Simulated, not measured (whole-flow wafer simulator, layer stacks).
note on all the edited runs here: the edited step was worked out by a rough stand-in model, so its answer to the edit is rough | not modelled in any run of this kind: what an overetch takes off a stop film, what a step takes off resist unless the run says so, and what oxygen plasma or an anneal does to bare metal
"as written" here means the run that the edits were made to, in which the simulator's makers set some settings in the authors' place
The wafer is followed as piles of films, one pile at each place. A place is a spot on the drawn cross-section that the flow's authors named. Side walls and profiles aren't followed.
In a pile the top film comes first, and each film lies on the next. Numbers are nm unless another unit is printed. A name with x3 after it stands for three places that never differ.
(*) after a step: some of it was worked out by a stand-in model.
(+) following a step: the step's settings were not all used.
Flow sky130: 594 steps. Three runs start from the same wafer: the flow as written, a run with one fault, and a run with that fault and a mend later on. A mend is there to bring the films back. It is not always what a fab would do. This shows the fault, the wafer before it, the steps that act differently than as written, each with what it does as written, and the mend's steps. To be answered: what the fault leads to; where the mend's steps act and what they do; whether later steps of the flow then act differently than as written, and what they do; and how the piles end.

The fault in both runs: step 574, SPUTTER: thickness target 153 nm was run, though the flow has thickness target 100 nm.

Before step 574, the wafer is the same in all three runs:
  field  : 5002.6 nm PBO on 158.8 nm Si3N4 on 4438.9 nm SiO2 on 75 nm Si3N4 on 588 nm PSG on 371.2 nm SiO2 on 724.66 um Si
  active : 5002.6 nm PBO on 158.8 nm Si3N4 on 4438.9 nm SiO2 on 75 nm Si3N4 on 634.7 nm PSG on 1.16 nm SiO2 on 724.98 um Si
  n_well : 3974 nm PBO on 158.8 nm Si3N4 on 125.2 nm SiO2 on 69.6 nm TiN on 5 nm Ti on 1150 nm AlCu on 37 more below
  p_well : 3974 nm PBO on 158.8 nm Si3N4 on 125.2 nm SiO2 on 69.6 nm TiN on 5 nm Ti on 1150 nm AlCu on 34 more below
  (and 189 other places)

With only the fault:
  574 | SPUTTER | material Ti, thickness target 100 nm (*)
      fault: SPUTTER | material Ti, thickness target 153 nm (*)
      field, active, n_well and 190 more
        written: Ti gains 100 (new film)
        fault: Ti gains 153 (new film)
  Steps further on in the flow that do not act as written (7 other steps are not shown; they differ only slightly, by no more than 2% or 0.5 nm, whichever is larger):
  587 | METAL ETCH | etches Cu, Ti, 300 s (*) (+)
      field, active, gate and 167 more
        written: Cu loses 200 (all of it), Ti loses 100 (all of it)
        fault: Cu loses 200 (all of it), Ti loses 153 (all of it)
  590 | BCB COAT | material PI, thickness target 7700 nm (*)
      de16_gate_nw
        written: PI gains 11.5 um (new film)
        fault: PI gains 11.55 um (new film)
  The piles end different from the flow's at n_well, p_well, sd_n and 20 more by more than 2% or 0.5 nm, whichever is larger.
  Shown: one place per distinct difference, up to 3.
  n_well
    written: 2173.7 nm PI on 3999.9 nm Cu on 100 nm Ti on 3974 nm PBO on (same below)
    fault: 2139.2 nm PI on 3999.9 nm Cu on 153 nm Ti on 3974 nm PBO on (same below)
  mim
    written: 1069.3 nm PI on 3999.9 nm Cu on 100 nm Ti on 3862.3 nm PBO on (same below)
    fault: 1019.7 nm PI on 3999.9 nm Cu on 153 nm Ti on 3862.3 nm PBO on (same below)
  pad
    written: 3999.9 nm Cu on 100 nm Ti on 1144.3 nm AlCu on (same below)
    fault: 3999.9 nm Cu on 153 nm Ti on 1144.3 nm AlCu on (same below)

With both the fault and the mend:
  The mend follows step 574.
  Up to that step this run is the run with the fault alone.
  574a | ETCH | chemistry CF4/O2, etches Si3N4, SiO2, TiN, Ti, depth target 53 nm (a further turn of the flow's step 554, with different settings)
      field, active, n_well and 190 more
        Ti loses 53
  Every later step of the flow that is run acts as written, at every place that is followed, to within 2% or 0.5 nm, whichever is larger.
  The piles end the same as the flow's at every place that both follow.
